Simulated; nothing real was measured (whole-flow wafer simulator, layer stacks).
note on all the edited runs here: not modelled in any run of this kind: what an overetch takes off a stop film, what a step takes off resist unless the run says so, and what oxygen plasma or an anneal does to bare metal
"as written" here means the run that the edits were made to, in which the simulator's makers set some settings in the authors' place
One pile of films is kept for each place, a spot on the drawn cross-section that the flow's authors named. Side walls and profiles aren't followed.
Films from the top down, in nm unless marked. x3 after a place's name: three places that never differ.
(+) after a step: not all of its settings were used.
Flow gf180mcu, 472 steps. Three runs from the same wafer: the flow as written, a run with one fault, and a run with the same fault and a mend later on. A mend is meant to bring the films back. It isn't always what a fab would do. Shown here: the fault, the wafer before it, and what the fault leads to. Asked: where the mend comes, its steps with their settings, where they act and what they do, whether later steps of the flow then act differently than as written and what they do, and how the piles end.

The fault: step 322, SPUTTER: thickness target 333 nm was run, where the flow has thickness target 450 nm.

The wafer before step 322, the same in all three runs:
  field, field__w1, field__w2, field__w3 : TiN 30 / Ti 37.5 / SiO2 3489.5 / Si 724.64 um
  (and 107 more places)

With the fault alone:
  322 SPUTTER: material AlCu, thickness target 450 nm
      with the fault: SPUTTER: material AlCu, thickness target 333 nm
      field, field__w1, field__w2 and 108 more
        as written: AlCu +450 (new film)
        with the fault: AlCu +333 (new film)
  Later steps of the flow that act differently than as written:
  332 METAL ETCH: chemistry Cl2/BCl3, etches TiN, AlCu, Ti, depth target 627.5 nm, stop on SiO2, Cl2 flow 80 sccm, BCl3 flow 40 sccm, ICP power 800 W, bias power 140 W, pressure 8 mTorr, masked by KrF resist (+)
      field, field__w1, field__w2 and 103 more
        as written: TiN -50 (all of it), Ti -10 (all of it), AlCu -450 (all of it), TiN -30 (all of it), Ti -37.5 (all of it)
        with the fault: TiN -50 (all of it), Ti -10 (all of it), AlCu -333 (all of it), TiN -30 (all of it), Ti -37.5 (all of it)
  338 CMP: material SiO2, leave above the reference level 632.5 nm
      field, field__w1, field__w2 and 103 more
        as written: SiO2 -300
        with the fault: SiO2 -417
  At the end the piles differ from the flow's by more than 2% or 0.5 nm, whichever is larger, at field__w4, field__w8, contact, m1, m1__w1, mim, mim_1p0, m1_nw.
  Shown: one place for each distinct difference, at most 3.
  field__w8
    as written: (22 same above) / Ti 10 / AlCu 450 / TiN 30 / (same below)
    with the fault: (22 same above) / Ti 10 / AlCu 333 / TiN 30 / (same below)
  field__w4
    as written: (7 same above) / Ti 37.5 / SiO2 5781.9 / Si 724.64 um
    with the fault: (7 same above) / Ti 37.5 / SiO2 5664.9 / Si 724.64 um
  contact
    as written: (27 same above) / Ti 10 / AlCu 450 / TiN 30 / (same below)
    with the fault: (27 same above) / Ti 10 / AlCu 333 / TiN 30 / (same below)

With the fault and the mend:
  The mend comes after step 322.
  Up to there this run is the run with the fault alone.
  322a SPUTTER: material AlCu, thickness target 117 nm (the flow's step 322 once more, with other settings)
      field, field__w1, field__w2 and 108 more
        AlCu +117
  No later step of the flow acts differently than as written at any place that is followed.
  At the end the piles are the same as the flow's at every place that both follow.
